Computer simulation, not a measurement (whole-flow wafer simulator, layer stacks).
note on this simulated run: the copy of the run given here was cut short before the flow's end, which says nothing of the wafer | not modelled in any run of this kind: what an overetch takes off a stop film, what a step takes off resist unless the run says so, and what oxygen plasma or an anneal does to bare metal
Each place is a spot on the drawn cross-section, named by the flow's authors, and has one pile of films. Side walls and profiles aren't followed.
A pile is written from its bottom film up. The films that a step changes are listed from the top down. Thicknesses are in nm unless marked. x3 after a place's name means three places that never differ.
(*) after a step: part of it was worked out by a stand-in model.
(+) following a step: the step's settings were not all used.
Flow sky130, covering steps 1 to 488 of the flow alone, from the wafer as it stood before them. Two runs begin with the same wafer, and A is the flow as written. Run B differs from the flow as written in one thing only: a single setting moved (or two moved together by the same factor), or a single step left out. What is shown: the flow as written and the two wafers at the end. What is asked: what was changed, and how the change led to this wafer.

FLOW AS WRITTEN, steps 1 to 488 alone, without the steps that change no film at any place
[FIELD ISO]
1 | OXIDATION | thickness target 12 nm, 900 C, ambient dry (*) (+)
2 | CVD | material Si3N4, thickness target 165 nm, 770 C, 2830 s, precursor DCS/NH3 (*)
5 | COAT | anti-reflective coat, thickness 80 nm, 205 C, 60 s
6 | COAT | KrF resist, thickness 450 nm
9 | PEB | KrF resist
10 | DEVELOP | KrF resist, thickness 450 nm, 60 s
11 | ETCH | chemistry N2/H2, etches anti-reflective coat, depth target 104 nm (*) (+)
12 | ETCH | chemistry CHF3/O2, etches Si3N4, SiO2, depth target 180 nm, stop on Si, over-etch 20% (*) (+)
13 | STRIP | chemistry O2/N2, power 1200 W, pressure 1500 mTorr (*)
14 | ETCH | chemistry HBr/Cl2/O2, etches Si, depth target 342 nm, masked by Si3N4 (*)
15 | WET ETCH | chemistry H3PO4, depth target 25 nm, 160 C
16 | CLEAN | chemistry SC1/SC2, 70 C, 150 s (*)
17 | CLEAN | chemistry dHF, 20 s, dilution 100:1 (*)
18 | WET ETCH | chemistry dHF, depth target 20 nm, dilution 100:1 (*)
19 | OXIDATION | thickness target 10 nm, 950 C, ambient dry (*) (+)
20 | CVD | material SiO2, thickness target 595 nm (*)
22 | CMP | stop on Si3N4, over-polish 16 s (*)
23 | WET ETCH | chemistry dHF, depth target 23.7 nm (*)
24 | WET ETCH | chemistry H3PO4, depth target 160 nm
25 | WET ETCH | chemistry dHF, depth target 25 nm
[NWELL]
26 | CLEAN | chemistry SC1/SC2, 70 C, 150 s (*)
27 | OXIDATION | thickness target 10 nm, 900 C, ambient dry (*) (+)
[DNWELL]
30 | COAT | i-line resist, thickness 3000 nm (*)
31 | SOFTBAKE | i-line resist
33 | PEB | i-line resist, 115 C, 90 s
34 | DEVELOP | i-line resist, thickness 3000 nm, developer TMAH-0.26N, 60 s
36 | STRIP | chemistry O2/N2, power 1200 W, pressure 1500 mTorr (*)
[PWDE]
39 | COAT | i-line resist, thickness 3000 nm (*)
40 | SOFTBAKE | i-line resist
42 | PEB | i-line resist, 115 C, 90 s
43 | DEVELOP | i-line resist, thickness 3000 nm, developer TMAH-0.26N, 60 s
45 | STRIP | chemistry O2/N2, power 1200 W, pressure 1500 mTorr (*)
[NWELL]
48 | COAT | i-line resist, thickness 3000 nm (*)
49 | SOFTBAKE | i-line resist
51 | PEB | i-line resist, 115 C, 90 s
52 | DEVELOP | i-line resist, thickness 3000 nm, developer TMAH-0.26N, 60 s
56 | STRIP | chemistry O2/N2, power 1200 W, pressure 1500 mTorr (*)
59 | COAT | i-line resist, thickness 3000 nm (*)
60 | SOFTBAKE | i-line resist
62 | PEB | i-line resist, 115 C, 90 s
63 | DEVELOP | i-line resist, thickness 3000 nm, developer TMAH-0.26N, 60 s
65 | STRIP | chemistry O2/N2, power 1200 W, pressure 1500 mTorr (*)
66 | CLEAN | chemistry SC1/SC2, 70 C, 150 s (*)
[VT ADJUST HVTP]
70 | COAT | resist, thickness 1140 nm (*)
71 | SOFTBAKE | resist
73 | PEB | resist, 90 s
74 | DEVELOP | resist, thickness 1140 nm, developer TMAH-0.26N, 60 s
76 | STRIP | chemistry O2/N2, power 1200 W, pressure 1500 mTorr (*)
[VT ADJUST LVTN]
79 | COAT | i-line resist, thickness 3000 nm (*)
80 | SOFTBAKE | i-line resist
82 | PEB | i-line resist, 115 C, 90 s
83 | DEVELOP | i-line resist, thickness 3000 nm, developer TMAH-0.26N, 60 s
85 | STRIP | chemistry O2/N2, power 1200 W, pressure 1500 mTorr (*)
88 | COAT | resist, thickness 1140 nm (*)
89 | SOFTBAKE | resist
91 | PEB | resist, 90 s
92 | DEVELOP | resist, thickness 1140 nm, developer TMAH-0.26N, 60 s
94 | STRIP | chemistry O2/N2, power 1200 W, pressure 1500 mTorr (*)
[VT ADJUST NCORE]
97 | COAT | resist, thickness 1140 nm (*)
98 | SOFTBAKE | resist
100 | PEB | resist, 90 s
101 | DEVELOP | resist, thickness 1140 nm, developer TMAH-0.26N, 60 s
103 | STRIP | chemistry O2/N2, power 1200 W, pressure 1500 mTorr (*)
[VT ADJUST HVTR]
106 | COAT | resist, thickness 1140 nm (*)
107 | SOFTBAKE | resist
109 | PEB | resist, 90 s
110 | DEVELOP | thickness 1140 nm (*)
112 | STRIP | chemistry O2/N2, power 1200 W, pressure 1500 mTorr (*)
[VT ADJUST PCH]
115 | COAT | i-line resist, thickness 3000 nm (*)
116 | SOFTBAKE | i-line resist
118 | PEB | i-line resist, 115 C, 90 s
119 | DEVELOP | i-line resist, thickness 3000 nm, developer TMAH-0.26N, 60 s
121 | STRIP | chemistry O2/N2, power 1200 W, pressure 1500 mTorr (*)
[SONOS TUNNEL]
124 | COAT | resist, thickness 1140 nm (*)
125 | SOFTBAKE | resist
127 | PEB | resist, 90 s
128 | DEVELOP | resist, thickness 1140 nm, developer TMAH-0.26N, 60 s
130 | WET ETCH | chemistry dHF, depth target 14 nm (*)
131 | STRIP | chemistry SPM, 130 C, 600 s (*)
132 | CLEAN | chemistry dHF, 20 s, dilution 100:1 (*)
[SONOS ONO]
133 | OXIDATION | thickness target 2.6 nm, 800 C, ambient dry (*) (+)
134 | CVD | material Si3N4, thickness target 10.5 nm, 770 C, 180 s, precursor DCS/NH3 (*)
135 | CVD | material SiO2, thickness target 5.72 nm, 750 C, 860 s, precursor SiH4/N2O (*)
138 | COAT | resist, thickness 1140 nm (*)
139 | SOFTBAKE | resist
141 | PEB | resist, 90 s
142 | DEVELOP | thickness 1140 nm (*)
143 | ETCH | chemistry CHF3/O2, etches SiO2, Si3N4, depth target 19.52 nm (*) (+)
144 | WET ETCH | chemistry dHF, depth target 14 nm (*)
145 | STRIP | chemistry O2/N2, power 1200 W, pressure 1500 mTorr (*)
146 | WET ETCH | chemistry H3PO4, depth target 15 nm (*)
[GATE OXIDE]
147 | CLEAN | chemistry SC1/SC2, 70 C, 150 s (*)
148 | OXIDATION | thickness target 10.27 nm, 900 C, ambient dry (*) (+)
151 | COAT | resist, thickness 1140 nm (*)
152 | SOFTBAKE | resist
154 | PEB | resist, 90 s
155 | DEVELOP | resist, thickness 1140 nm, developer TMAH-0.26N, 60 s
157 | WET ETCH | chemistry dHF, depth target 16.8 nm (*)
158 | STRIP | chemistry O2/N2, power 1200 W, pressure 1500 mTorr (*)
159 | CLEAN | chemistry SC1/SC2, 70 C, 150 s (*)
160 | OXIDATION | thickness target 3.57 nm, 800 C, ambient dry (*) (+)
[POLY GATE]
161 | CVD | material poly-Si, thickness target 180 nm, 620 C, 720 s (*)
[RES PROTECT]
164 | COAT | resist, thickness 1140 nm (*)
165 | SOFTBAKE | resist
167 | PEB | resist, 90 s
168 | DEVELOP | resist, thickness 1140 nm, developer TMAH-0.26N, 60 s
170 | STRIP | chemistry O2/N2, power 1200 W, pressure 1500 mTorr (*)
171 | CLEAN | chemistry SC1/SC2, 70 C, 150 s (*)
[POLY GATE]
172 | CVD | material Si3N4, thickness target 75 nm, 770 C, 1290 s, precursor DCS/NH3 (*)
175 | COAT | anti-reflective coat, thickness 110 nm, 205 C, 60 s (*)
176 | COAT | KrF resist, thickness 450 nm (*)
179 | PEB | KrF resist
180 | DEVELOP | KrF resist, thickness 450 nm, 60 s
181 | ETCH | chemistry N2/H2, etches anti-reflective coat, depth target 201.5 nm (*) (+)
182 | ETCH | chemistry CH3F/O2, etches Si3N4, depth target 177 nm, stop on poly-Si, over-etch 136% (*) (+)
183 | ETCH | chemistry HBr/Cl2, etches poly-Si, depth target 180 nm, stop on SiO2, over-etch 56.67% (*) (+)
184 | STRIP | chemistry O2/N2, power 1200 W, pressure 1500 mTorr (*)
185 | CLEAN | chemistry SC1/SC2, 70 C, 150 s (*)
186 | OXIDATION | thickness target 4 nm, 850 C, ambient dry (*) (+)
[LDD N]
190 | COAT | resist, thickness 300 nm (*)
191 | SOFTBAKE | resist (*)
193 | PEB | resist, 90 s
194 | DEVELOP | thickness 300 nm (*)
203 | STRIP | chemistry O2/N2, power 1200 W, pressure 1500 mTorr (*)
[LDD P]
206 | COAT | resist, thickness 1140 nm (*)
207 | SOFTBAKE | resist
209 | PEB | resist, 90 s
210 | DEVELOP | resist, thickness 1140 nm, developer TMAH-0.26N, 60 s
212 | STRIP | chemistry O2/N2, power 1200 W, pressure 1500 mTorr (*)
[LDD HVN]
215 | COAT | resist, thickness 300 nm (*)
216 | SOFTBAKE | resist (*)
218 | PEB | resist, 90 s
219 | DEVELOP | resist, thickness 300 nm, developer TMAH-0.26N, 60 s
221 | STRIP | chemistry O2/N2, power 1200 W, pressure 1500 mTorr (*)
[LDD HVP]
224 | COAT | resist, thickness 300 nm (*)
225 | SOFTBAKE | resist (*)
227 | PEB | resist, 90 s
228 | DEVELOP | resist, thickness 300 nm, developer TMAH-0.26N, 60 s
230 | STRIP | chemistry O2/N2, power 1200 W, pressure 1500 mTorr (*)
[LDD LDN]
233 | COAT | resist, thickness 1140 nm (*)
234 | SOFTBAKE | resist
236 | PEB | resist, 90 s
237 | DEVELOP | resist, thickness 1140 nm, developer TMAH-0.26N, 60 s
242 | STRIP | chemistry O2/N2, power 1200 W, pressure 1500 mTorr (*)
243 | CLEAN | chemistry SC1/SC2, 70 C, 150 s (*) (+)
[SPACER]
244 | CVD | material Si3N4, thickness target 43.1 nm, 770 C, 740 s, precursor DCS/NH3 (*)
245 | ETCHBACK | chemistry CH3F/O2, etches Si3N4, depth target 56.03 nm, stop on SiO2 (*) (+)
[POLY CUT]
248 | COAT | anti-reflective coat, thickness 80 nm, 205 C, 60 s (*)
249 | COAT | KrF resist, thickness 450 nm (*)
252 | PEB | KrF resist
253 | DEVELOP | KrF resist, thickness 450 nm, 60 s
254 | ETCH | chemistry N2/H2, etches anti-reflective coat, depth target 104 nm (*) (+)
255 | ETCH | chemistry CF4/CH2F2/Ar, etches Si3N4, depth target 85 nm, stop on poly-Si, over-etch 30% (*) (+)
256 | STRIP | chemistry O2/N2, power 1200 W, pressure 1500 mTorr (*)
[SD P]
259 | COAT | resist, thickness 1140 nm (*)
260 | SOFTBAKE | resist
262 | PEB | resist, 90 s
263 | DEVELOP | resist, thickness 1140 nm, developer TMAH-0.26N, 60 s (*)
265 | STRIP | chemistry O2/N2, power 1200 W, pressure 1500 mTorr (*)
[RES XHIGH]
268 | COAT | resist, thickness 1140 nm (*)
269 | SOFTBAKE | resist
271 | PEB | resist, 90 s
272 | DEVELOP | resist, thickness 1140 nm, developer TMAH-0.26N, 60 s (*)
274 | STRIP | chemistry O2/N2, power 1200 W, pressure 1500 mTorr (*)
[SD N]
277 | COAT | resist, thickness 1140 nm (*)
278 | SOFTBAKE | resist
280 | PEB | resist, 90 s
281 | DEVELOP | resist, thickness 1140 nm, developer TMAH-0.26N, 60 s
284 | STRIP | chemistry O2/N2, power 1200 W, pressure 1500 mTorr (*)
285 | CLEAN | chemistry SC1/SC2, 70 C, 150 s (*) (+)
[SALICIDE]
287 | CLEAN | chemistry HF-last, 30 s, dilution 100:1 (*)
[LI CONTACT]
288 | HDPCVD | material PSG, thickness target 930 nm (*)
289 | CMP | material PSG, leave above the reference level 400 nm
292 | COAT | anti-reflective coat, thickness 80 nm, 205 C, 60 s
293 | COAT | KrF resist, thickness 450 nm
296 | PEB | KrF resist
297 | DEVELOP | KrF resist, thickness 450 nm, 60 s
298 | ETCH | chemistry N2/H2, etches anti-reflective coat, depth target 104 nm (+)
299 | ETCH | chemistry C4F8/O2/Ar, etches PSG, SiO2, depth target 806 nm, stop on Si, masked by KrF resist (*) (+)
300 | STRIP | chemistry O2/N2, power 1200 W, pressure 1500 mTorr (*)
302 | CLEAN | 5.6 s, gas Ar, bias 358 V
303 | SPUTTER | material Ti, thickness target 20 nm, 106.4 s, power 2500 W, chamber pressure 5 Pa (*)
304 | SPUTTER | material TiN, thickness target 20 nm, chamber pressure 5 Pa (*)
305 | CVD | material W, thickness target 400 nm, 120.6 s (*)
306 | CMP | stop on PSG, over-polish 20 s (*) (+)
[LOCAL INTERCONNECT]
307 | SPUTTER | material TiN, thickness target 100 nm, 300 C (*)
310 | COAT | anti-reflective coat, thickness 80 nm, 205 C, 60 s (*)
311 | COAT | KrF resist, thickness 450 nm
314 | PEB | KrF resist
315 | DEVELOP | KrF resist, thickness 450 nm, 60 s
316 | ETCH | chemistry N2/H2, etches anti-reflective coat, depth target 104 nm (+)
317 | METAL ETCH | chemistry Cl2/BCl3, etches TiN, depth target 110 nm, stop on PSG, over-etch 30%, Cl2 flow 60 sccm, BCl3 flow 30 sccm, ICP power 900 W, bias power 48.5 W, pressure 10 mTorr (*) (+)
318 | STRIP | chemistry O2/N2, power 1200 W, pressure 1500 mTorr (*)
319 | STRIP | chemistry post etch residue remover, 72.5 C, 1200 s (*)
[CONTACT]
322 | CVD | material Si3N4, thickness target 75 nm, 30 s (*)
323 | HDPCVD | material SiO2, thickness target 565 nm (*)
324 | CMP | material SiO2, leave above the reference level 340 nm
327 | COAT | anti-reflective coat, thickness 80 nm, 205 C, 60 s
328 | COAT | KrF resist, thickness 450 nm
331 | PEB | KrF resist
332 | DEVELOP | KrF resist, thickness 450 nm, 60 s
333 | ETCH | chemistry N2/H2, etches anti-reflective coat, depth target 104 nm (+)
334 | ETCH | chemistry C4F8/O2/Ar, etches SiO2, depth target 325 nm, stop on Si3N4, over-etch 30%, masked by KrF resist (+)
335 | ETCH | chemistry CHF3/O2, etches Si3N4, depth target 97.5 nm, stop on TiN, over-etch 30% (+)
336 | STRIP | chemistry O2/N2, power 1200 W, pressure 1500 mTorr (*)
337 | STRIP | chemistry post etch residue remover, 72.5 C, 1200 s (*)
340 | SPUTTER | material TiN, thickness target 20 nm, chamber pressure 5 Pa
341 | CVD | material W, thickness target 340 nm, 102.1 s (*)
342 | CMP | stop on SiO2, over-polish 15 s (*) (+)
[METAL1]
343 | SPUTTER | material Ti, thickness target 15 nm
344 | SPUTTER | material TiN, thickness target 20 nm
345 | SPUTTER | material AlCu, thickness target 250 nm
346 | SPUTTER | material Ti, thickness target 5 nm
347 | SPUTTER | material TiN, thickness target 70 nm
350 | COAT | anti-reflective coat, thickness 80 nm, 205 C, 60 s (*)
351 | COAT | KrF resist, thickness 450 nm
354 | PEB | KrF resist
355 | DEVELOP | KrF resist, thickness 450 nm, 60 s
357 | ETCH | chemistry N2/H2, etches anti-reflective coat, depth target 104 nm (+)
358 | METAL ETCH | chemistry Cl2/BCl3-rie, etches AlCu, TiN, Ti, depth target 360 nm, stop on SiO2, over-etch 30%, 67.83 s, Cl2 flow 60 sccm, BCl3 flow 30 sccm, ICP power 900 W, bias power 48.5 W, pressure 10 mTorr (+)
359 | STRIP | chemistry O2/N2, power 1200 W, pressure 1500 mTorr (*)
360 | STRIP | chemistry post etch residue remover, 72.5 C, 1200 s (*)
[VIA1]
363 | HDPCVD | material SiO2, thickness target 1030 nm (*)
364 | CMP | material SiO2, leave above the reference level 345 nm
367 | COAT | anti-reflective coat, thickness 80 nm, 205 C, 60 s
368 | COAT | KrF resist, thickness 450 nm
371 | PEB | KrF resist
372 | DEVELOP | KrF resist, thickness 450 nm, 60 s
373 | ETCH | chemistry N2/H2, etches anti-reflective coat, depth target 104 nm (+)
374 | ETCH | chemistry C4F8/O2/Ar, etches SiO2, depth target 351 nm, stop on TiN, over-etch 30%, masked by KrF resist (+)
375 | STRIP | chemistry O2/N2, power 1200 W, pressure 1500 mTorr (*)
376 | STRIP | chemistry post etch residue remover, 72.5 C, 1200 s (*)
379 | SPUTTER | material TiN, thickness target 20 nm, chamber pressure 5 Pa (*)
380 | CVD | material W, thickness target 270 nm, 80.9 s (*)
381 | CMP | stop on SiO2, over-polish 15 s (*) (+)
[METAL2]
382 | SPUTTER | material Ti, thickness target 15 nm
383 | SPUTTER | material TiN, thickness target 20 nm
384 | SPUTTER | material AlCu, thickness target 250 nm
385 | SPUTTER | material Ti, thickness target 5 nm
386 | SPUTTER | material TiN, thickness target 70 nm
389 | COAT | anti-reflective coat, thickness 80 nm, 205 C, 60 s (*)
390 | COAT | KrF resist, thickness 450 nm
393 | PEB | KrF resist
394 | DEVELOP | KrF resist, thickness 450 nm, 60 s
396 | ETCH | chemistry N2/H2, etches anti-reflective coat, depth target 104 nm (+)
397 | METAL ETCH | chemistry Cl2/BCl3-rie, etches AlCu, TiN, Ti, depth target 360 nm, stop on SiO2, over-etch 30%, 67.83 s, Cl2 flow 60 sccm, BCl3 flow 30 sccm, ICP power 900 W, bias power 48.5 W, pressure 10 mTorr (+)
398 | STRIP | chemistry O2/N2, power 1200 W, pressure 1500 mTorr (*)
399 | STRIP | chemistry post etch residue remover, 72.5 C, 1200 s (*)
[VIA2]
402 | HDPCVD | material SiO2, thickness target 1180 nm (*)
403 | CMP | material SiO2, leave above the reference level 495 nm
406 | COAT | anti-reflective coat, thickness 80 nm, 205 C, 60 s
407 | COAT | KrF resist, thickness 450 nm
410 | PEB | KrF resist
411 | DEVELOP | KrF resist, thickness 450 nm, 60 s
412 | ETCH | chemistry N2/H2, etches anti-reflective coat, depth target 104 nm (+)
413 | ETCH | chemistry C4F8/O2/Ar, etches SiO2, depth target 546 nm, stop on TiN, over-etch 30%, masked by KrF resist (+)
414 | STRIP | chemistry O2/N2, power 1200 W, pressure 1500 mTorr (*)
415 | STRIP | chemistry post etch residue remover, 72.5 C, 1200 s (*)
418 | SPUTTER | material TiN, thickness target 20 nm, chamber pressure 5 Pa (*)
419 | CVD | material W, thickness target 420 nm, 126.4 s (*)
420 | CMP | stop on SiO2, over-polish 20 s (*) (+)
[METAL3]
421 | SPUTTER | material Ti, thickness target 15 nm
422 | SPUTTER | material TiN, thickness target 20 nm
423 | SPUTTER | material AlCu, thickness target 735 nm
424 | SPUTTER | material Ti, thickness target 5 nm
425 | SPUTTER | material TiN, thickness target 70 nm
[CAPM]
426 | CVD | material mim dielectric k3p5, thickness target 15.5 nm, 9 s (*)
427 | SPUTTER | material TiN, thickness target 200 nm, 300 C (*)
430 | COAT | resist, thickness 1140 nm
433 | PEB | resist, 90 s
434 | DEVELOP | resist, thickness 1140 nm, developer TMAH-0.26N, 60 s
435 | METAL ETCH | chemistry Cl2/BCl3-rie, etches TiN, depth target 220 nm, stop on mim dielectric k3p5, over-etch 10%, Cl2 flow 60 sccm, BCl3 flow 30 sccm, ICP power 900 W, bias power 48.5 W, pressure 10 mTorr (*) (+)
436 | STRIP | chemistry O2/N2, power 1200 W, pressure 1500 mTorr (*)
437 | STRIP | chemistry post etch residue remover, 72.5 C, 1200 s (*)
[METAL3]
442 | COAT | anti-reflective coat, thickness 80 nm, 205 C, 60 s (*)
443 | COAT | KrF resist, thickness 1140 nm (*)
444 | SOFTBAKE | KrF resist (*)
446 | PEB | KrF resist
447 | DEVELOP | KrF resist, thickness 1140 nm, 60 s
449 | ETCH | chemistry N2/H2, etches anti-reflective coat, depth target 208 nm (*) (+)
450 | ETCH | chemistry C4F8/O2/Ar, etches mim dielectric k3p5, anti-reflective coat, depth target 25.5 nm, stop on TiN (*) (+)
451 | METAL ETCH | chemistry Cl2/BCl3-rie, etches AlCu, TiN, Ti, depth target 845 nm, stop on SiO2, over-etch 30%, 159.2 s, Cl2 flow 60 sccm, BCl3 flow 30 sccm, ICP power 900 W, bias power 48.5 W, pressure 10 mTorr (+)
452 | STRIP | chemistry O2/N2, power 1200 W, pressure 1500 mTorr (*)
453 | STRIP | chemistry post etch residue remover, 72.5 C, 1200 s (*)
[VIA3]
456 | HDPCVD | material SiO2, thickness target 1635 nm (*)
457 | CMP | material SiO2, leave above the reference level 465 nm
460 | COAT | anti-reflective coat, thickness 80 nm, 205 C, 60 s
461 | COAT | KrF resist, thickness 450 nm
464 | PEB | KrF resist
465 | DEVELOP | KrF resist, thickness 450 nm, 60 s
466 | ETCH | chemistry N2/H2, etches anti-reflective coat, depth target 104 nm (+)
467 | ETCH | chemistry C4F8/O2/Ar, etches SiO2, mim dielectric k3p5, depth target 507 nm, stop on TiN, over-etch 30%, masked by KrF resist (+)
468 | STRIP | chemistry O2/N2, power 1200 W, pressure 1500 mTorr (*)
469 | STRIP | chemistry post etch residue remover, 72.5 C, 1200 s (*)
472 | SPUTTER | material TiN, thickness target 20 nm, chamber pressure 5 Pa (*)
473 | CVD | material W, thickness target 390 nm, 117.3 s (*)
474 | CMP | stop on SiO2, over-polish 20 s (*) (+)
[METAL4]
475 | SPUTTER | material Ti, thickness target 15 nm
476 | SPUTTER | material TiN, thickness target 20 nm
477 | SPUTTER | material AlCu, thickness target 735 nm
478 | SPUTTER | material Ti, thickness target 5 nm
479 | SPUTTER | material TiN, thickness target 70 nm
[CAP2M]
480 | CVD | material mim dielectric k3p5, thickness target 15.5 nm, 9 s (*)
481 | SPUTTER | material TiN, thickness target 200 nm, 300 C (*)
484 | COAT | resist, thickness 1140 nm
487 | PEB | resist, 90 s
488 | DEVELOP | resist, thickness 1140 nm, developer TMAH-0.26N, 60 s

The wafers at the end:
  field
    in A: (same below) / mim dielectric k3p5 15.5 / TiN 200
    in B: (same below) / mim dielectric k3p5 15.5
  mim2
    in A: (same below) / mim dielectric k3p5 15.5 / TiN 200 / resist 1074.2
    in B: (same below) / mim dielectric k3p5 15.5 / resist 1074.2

Cause: step 481, SPUTTER: material TiN, thickness target 200 nm, 300 C (*), was skipped.

Step by step, how the change led to this:
  (no step that both runs have acts differently)
Taking metal films that touch as one body, field has 1 body; the flow as written gives 2 bodies (between them, from the top down: mim dielectric k3p5 15.5).
Taking metal films that touch as one body, mim2 has 5 bodies (between them, from the top down: SiO2 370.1 / mim dielectric k3p5 15.5; SiO2 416; SiO2 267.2; SiO2 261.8 / Si3N4 75); the flow as written gives 6 bodies (between them, from the top down: mim dielectric k3p5 15.5; SiO2 370.1 / mim dielectric k3p5 15.5; SiO2 416; SiO2 267.2; SiO2 261.8 / Si3N4 75).
